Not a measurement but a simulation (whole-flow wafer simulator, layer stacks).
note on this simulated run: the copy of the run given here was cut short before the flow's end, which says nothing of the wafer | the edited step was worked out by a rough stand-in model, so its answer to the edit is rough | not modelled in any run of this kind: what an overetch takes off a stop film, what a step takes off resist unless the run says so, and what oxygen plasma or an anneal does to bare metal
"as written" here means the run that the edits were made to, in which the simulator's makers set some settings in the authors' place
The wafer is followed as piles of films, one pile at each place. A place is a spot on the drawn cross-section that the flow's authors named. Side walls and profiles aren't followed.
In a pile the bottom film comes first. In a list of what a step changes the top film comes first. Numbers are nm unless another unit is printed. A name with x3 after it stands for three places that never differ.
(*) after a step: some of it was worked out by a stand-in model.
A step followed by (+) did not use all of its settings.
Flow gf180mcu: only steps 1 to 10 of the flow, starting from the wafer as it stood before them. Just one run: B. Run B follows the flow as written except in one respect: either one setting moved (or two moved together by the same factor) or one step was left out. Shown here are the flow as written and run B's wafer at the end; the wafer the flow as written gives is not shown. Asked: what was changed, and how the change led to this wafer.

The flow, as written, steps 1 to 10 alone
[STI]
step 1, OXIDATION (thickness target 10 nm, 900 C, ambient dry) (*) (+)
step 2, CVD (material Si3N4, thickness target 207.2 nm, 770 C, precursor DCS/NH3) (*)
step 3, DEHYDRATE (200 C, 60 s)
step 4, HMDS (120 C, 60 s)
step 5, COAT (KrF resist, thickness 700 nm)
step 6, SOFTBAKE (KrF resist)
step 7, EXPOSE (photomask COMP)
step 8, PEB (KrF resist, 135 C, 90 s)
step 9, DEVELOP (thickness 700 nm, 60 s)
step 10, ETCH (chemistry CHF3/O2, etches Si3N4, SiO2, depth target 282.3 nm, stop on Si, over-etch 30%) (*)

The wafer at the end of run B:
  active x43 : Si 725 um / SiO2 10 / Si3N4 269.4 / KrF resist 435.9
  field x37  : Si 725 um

What caused this: step 2, CVD: 789 C was run, whereas the flow has 770 C.

The path from the change to this, step by step:
  step 2, CVD (material Si3N4, thickness target 207.2 nm, 770 C, precursor DCS/NH3) (*)
      field x37, active x43: +269.4 Si3N4 (new film) (as written it would have been: +207.2 Si3N4 (new film))
  step 10, ETCH (chemistry CHF3/O2, etches Si3N4, SiO2, depth target 282.3 nm, stop on Si, over-etch 30%) (*)
      field x37: -269.4 Si3N4 (all of it), -10 SiO2 (all of it), -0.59 Si (as written it would have been: -207.2 Si3N4 (all of it), -10 SiO2 (all of it), -13 Si)
